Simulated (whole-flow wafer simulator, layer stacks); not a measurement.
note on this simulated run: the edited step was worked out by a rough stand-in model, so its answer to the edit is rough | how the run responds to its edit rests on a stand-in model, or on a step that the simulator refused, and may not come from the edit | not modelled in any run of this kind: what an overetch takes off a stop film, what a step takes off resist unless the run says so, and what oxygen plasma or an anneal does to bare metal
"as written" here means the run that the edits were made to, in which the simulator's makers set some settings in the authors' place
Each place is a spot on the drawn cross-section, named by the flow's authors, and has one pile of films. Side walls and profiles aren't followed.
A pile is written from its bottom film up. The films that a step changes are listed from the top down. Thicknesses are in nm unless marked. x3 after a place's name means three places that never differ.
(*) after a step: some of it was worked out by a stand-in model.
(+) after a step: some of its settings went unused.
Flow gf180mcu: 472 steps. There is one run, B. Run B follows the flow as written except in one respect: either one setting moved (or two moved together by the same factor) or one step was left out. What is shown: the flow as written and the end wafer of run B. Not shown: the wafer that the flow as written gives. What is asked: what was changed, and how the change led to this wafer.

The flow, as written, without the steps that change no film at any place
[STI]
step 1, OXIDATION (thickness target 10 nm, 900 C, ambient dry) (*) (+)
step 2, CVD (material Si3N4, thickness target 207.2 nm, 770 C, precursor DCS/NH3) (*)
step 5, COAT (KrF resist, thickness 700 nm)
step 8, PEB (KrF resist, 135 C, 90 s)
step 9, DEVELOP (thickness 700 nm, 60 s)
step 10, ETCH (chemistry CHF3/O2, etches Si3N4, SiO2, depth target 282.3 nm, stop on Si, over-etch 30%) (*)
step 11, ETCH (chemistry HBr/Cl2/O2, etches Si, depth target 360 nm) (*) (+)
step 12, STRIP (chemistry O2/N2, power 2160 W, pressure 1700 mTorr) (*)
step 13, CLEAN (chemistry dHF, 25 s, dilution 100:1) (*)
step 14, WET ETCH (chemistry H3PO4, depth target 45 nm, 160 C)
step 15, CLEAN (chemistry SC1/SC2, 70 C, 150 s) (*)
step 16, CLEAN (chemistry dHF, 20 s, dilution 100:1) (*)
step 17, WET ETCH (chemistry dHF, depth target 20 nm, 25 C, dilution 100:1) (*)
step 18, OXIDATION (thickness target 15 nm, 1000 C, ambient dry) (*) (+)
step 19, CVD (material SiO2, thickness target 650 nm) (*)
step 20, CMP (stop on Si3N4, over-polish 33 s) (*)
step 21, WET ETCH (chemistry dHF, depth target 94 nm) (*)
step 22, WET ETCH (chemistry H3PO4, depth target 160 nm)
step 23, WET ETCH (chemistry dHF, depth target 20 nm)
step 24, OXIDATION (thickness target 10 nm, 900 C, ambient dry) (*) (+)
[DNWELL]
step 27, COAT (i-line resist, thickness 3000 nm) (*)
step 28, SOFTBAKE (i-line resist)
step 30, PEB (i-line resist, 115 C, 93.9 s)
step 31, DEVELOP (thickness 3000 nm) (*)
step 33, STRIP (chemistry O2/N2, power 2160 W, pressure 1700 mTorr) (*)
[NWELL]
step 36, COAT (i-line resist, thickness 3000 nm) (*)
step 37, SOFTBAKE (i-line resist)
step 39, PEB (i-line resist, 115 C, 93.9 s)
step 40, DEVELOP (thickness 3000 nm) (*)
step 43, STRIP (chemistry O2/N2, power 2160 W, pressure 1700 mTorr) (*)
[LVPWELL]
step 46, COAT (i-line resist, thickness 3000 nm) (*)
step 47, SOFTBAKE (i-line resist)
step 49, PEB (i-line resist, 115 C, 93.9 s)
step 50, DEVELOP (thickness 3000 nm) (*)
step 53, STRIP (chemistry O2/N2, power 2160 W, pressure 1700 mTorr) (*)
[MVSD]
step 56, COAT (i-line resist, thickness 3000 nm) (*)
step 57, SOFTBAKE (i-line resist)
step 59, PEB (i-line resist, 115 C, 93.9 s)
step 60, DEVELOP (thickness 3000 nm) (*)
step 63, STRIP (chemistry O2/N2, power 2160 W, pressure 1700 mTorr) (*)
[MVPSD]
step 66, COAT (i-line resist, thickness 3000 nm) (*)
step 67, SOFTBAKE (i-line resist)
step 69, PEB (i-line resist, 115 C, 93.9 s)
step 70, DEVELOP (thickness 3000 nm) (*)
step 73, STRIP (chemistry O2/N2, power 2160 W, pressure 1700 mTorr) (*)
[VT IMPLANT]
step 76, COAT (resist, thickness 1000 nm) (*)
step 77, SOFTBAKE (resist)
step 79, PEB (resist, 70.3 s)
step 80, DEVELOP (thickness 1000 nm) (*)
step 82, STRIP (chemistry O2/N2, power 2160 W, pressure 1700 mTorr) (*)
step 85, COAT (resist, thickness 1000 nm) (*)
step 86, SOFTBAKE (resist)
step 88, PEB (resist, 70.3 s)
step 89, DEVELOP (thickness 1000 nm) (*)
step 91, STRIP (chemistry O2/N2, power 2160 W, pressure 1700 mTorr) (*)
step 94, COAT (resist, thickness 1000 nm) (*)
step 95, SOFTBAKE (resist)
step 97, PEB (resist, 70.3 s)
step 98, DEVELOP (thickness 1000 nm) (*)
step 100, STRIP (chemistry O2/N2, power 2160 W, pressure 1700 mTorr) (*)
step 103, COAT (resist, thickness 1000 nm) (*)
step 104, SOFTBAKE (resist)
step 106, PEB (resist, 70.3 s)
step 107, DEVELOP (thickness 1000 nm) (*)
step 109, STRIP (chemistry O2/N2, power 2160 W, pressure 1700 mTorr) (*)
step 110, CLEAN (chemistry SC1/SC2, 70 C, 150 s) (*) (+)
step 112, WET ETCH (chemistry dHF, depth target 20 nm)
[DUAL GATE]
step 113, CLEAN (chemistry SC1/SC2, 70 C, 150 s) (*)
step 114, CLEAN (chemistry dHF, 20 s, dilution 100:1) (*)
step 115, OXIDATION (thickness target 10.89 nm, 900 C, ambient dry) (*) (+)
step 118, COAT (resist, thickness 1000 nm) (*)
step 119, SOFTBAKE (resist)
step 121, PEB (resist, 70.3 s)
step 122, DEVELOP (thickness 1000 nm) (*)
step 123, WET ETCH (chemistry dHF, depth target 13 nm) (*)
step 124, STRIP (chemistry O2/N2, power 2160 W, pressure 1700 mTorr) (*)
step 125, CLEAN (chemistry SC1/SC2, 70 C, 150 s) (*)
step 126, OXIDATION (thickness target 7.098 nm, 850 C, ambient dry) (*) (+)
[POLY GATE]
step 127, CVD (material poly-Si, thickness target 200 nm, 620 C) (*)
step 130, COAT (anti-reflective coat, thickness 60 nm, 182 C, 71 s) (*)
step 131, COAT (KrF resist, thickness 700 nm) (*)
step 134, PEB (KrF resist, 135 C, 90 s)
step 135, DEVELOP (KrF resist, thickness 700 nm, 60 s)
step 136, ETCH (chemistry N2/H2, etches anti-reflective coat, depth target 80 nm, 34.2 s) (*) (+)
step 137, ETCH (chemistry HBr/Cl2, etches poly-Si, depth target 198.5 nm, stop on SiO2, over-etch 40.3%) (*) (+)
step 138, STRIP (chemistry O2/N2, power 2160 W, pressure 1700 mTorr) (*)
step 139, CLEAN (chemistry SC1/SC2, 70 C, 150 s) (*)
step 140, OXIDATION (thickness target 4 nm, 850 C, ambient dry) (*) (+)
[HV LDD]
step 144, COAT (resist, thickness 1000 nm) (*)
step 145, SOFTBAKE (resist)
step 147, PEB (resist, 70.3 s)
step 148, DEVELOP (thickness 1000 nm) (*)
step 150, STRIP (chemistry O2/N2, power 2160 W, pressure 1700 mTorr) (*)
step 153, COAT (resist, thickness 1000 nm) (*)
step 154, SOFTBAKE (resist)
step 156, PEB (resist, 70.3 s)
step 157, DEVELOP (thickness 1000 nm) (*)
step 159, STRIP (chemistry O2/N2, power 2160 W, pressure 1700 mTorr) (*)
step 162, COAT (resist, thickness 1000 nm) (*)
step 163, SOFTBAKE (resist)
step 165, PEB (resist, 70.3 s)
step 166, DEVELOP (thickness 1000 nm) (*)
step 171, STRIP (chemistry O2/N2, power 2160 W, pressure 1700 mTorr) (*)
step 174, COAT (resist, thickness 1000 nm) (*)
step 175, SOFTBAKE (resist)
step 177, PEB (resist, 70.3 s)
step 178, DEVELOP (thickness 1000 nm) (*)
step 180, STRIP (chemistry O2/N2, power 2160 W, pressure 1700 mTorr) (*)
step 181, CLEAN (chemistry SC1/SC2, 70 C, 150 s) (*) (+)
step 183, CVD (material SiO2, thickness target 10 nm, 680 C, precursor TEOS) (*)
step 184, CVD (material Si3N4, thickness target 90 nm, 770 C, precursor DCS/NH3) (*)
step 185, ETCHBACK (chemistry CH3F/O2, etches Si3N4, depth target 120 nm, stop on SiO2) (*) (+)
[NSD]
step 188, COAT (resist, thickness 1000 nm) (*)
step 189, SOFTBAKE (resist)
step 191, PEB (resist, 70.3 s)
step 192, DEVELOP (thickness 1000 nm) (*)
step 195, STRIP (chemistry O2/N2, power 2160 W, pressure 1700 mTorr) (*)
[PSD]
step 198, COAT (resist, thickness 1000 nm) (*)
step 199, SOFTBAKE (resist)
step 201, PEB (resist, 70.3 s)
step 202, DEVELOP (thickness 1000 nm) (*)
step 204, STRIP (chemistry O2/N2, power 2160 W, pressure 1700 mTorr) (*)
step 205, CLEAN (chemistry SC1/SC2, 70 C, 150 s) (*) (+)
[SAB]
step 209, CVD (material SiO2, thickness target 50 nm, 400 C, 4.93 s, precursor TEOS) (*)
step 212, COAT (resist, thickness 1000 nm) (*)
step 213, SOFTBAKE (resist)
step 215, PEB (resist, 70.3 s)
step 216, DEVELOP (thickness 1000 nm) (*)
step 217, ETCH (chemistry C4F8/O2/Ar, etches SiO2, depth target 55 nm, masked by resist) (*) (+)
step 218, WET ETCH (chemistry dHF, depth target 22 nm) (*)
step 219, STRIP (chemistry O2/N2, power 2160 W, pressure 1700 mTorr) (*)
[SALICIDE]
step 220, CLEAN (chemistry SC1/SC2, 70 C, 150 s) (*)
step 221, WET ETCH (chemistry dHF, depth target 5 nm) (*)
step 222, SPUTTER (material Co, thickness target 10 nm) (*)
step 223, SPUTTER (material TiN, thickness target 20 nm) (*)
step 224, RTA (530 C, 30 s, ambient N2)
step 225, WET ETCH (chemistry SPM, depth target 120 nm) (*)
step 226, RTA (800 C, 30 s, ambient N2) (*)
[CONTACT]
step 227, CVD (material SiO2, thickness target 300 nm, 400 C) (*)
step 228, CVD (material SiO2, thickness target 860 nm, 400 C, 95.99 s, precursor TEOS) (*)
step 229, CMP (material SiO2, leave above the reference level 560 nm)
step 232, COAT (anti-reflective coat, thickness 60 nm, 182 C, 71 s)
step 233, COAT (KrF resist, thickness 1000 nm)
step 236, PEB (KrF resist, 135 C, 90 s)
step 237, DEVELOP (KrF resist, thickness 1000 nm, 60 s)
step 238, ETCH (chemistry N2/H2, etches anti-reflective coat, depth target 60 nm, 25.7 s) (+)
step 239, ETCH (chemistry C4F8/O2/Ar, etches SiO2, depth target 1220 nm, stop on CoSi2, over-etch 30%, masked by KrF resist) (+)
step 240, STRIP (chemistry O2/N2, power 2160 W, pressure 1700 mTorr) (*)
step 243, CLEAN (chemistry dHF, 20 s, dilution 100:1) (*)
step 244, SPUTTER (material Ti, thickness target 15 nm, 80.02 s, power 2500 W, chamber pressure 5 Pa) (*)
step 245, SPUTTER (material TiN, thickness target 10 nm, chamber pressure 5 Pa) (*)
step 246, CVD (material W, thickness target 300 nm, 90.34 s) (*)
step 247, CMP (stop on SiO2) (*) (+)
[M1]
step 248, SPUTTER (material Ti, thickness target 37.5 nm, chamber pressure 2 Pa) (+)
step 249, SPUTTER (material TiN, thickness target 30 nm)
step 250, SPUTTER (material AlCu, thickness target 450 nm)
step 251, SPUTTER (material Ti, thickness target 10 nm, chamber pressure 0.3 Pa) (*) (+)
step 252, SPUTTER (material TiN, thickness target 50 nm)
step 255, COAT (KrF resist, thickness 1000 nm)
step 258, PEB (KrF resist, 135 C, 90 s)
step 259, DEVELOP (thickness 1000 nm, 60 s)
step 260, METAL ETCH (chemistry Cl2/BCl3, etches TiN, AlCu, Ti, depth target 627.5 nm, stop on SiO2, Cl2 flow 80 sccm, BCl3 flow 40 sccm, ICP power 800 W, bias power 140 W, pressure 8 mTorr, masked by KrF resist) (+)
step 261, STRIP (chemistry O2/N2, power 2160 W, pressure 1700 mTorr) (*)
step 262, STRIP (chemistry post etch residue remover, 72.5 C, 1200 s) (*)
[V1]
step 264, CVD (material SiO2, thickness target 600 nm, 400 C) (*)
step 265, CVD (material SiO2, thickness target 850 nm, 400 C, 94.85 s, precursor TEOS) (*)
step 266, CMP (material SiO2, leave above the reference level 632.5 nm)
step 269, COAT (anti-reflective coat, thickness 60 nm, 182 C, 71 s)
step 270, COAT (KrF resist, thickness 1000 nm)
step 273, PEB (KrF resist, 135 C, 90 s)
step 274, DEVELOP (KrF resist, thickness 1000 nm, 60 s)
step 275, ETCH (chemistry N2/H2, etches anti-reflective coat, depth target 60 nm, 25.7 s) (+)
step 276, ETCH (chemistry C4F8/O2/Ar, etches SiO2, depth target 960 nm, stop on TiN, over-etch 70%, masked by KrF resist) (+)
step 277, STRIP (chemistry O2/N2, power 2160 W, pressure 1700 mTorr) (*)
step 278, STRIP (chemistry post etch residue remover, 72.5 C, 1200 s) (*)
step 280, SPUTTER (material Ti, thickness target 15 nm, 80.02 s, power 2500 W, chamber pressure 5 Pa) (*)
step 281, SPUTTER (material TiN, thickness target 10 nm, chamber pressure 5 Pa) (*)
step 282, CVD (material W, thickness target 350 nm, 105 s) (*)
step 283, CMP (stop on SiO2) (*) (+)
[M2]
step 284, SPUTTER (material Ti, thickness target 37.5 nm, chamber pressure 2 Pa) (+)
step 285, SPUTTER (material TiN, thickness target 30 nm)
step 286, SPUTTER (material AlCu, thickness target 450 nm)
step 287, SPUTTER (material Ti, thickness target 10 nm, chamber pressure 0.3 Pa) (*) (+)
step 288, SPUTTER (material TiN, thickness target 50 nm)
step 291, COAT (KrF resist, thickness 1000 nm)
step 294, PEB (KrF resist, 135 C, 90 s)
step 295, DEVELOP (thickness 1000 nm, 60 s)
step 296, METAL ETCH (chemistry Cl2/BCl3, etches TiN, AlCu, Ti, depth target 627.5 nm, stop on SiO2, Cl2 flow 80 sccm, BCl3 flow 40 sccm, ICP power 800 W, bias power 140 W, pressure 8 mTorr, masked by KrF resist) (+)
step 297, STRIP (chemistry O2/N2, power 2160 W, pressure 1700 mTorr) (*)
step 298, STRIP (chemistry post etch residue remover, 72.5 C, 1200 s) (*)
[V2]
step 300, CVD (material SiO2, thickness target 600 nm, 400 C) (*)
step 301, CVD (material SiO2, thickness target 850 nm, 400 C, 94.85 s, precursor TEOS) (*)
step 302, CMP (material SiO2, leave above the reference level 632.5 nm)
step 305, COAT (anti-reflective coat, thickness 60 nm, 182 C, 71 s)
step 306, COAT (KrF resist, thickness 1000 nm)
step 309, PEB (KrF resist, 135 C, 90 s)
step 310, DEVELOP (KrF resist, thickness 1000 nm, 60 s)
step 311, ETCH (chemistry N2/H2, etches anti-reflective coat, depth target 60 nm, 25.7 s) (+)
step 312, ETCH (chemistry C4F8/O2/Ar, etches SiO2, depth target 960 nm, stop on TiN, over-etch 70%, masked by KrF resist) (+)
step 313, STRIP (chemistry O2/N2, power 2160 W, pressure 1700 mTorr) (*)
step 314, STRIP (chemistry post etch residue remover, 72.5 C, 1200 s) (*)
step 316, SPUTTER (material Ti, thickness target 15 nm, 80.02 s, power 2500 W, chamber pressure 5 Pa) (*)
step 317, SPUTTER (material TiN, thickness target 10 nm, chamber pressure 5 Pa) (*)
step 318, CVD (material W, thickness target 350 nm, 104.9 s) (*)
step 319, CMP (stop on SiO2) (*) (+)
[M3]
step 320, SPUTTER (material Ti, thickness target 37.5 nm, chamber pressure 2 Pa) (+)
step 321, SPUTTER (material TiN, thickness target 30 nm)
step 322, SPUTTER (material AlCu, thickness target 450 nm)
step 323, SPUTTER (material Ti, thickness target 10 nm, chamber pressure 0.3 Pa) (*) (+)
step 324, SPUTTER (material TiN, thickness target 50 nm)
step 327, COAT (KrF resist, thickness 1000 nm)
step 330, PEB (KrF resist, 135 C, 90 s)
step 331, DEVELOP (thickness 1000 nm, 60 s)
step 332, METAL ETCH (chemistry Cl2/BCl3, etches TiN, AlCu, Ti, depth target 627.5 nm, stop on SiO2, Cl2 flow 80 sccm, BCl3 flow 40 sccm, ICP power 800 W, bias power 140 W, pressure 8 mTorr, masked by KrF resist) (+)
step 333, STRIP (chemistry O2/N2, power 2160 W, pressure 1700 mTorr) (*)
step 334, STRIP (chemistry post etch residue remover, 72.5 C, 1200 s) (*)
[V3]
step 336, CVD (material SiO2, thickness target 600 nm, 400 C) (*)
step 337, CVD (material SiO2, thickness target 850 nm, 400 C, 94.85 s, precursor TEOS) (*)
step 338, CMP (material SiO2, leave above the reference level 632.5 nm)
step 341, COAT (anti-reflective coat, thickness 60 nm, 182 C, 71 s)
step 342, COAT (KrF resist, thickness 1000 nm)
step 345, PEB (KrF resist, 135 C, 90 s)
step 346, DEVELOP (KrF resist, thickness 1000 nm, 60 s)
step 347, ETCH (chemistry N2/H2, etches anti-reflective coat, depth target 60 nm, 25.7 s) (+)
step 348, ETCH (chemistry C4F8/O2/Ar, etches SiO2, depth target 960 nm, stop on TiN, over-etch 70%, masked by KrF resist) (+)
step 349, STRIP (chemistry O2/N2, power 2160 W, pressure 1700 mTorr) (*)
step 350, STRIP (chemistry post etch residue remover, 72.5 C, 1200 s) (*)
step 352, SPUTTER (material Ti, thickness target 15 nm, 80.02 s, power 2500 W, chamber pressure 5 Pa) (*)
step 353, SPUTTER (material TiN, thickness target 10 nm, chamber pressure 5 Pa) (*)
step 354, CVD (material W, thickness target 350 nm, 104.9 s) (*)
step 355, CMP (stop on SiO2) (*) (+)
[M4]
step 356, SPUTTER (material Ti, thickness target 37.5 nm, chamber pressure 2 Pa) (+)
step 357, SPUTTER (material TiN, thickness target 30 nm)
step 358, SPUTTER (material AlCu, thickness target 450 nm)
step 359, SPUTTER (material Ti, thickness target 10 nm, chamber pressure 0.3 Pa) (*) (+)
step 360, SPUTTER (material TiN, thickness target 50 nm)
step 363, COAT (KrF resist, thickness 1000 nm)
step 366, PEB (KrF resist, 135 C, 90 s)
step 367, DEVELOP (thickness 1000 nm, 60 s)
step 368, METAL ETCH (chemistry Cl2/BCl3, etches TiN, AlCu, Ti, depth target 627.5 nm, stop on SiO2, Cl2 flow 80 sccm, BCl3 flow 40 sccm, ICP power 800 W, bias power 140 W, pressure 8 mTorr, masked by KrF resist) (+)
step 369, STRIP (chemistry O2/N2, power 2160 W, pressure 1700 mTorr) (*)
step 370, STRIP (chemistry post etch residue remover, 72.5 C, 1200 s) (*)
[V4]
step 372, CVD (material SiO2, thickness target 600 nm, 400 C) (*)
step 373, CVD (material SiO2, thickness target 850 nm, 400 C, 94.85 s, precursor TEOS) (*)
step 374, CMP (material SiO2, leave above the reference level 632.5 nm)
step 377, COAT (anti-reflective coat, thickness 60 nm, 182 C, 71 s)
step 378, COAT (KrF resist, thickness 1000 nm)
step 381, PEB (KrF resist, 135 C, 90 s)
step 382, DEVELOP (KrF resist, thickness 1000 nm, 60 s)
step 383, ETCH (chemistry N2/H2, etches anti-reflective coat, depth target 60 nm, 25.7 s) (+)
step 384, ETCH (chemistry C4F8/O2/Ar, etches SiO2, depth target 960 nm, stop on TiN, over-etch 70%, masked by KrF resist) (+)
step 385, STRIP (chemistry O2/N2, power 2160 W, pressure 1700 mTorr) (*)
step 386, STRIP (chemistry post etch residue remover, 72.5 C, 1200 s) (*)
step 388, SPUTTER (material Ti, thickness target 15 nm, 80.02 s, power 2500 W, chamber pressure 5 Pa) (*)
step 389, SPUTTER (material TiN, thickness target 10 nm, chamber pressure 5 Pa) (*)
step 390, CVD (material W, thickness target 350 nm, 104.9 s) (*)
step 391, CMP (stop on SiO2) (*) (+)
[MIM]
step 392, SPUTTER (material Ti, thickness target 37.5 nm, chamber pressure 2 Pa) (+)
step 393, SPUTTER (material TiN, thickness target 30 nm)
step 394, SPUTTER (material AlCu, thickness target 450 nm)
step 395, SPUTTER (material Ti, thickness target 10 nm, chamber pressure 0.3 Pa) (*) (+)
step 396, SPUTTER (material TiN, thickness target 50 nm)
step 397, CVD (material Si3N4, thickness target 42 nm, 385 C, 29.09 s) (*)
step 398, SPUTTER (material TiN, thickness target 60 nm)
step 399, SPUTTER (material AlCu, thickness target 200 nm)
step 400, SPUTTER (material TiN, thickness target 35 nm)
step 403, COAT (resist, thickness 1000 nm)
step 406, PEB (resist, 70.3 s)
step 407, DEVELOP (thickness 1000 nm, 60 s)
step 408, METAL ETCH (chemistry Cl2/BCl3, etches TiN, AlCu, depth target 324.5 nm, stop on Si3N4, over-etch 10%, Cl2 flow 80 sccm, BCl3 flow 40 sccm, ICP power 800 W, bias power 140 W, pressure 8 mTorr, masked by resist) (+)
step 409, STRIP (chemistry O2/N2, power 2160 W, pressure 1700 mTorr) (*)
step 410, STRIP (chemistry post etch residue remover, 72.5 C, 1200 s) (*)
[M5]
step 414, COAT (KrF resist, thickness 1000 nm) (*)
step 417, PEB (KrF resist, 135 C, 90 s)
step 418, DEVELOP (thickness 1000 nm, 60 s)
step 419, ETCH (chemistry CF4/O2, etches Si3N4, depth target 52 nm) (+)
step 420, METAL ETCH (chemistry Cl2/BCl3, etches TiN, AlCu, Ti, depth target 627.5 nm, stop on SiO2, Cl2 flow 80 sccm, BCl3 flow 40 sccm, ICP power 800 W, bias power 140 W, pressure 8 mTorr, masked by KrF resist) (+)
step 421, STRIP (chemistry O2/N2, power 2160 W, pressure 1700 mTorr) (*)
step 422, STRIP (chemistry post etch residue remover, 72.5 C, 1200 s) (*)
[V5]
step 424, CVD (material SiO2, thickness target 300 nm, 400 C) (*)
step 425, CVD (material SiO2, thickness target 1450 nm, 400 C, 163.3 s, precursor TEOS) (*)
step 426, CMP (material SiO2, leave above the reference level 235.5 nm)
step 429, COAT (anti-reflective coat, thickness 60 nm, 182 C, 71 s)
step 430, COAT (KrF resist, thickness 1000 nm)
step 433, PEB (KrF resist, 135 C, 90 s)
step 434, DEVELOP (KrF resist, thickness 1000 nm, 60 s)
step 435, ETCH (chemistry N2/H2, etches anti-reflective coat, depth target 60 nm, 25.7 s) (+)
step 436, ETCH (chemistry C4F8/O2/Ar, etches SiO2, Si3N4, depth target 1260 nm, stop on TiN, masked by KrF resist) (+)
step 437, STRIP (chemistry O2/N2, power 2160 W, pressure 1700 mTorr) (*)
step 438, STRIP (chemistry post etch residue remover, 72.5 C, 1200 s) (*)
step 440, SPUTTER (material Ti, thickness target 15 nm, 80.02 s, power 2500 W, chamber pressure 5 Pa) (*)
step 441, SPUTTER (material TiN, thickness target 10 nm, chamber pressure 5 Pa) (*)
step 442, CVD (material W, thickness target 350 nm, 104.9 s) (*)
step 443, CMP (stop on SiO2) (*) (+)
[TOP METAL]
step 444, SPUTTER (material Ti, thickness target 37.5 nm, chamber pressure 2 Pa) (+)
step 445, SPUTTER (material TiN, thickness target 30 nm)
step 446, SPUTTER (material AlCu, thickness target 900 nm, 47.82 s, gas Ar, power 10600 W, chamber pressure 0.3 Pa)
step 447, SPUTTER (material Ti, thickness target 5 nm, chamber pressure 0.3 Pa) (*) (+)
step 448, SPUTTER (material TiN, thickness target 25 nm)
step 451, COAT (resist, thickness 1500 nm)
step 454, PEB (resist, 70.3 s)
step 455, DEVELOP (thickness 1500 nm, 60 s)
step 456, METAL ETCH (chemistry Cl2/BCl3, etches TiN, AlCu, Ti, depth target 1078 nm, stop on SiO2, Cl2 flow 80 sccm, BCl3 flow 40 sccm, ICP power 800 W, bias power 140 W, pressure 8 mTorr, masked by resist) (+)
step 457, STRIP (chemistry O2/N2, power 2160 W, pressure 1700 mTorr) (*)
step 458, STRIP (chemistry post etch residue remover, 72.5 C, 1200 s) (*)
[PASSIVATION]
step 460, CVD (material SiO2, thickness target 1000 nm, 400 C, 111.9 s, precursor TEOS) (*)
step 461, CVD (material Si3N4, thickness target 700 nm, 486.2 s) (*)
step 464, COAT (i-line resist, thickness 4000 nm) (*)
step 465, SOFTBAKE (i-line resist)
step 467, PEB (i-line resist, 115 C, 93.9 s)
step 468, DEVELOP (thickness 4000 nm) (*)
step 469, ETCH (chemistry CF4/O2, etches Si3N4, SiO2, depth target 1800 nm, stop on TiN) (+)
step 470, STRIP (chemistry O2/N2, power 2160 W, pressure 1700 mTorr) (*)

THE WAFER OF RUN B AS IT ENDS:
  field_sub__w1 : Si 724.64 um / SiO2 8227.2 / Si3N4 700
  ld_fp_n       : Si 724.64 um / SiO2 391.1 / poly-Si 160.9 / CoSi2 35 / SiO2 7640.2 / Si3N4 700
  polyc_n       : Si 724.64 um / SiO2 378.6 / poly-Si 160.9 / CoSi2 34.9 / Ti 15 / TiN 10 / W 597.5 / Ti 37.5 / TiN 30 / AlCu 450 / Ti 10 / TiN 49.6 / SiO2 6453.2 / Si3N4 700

The reason: step 21, WET ETCH: depth target 83.7 nm was run, whereas the flow has depth target 94 nm.

Step by step, how the change led to this:
  step 21, WET ETCH (chemistry dHF, depth target 94 nm) (*)
      active, n_well, p_well and 40 more: -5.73 Si3N4 (as written it would have been: -6.43 Si3N4)
      field, field_sub, sti and 34 more: -83.7 SiO2 (as written it would have been: -94 SiO2)
  step 28, SOFTBAKE (i-line resist)
      ldn_fp, ldn_drn: +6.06 i-line resist (as written it would have been: +4.83 i-line resist)
      field: +3.2 i-line resist (as written it would have been: +2.45 i-line resist)
      (and at 32 other places as well)
  step 37, SOFTBAKE (i-line resist)
      ldn_fp, ldn_drn: +6.06 i-line resist (as written it would have been: +4.83 i-line resist)
      field: +3.2 i-line resist (as written it would have been: +2.45 i-line resist)
      (and at 32 other places as well)
  step 47, SOFTBAKE (i-line resist)
      ldn_fp, ldn_drn: +6.06 i-line resist (as written it would have been: +4.83 i-line resist)
      field: +3.2 i-line resist (as written it would have been: +2.45 i-line resist)
      (and at 32 other places as well)
  step 57, SOFTBAKE (i-line resist)
      ldn_fp, ldn_drn: +6.06 i-line resist (as written it would have been: +4.83 i-line resist)
      field: +3.2 i-line resist (as written it would have been: +2.45 i-line resist)
      (and at 32 other places as well)
  step 67, SOFTBAKE (i-line resist)
      ldn_fp, ldn_drn: +6.06 i-line resist (as written it would have been: +4.83 i-line resist)
      field: +3.2 i-line resist (as written it would have been: +2.45 i-line resist)
      (and at 32 other places as well)
  step 77, SOFTBAKE (resist)
      gate_p_hv: +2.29 resist (as written it would have been: +1.75 resist)
  step 86, SOFTBAKE (resist)
      gate_p_hv: +2.29 resist (as written it would have been: +1.75 resist)
  step 95, SOFTBAKE (resist)
      gate_p_hv: +2.29 resist (as written it would have been: +1.75 resist)
  step 104, SOFTBAKE (resist)
      gate_p_hv: +2.29 resist (as written it would have been: +1.75 resist)
  step 119, SOFTBAKE (resist)
      gate_p_hv: +1.36 resist (as written it would have been: +0.83 resist)
  step 130, COAT (anti-reflective coat, thickness 60 nm, 182 C, 71 s) (*)
      p_well, spacer, sd_n: +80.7 anti-reflective coat (new film) (as written it would have been: +70.9 anti-reflective coat (new film))
      ldn_acc, ldp_acc: +70.8 anti-reflective coat (new film) (as written it would have been: +66.9 anti-reflective coat (new film))
      (and at 69 other places as well)
  step 136, ETCH (chemistry N2/H2, etches anti-reflective coat, depth target 80 nm, 34.2 s) (*) (+)
      p_well, spacer, sd_n: -80.7 anti-reflective coat (all of it), -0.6 poly-Si (as written it would have been: -70.9 anti-reflective coat (all of it), -0.85 poly-Si)
      ldn_dft, ldp_dft: -44.1 anti-reflective coat (all of it), -1.54 poly-Si (as written it would have been: -48.7 anti-reflective coat (all of it), -1.42 poly-Si)
      (and at 48 other places as well)
  step 138, STRIP (chemistry O2/N2, power 2160 W, pressure 1700 mTorr) (*)
      gate: +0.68 chemical SiO2 (new film), -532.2 KrF resist (all of it), -70 anti-reflective coat (all of it), -0.3 poly-Si (as written it would have been: +0.68 chemical SiO2 (new film), -531.7 KrF resist (all of it), -65.5 anti-reflective coat (all of it), -0.3 poly-Si)
      gate_hv: +0.68 chemical SiO2 (new film), -530.5 KrF resist (all of it), -62.7 anti-reflective coat (all of it), -0.3 poly-Si (as written it would have been: +0.68 chemical SiO2 (new film), -528.4 KrF resist (all of it), -61 anti-reflective coat (all of it), -0.3 poly-Si)
      (and at 19 other places as well)
  step 145, SOFTBAKE (resist)
      gate_p_hv: -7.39 resist (as written it would have been: -7.98 resist)
  step 154, SOFTBAKE (resist)
      gate_p_hv: -7.39 resist (as written it would have been: -7.98 resist)
  ... 9 further steps ...
  step 229, CMP (material SiO2, leave above the reference level 560 nm)
      ldn_sep__w1, ldn_sep__w2, ldn_dft and 8 more: -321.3 SiO2 (as written it would have been: -311 SiO2)
      sti, mim_1p0, pad, dice_street, iso_nw_fld, iso_fld_sub: -307.1 SiO2 (as written it would have been: -296.8 SiO2)
      (and at 40 other places as well)
